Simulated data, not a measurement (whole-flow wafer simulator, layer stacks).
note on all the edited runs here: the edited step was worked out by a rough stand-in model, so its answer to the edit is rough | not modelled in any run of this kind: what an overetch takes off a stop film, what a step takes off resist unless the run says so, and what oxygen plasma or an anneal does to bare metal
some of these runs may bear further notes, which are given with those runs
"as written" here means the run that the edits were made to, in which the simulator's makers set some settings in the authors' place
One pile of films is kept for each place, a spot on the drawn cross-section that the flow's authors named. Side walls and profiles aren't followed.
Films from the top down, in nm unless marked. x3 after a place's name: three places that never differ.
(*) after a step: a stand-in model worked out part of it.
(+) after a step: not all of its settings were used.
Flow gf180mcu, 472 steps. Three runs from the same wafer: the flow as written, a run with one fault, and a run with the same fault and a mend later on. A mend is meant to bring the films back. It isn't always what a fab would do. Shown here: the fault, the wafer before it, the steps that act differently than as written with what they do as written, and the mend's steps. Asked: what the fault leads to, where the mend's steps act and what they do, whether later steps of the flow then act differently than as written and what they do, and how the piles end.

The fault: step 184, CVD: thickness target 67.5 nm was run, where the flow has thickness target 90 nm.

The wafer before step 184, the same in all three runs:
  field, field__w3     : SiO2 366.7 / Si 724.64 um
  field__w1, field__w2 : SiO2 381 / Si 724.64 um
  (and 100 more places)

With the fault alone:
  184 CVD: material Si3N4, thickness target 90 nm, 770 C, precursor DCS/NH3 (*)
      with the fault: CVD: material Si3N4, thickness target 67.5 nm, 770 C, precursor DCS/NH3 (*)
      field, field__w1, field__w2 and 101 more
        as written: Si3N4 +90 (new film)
        with the fault: Si3N4 +67.5 (new film)
  Later steps of the flow that act differently than as written (7 more steps differ only slightly, by at most 2% or 0.5 nm, whichever is larger, and aren't shown):
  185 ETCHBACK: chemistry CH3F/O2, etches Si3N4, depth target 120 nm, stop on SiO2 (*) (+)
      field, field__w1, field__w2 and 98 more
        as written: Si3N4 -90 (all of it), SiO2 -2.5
        with the fault: Si3N4 -67.5 (all of it), SiO2 -4.38
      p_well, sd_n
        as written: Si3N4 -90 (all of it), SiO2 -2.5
        with the fault: Si3N4 -67.5 (all of it), SiO2 -4.37
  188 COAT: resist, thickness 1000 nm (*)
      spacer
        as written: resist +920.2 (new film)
        with the fault: resist +940.7 (new film)
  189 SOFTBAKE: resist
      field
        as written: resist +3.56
        with the fault: resist -0.35
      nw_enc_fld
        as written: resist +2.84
        with the fault: resist +1
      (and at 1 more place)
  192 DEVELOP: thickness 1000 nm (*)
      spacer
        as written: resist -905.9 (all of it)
        with the fault: resist -926 (all of it)
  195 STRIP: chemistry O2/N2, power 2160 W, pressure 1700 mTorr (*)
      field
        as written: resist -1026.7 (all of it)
        with the fault: resist -1006.1 (all of it)
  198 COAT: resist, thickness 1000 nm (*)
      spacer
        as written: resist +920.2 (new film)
        with the fault: resist +940.7 (new film)
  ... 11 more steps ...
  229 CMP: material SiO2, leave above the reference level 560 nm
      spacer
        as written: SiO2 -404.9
        with the fault: SiO2 -382.4
  At the end the piles differ from the flow's by more than 2% or 0.5 nm, whichever is larger, at spacer, ld_sd_n, ld_drn_n, ld_drn_p.
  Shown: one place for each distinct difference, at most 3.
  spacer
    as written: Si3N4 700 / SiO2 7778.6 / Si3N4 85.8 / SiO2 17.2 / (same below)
    with the fault: Si3N4 700 / SiO2 7801.1 / Si3N4 63.3 / SiO2 17.2 / (same below)
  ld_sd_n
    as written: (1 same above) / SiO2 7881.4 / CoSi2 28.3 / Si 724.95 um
    with the fault: (1 same above) / SiO2 7881.4 / CoSi2 29.5 / Si 724.95 um
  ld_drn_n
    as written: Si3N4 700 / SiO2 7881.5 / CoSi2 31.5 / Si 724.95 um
    with the fault: Si3N4 700 / SiO2 7881.6 / CoSi2 32.7 / Si 724.95 um

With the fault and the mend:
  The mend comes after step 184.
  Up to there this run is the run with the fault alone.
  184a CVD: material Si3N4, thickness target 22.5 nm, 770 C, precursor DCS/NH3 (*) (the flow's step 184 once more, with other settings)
      field, field__w1, field__w2 and 101 more
        Si3N4 +22.5
  No later step of the flow acts differently than as written, at any place that is followed, by more than 2% or 0.5 nm, whichever is larger.
  At the end the piles are the same as the flow's at every place that both follow.
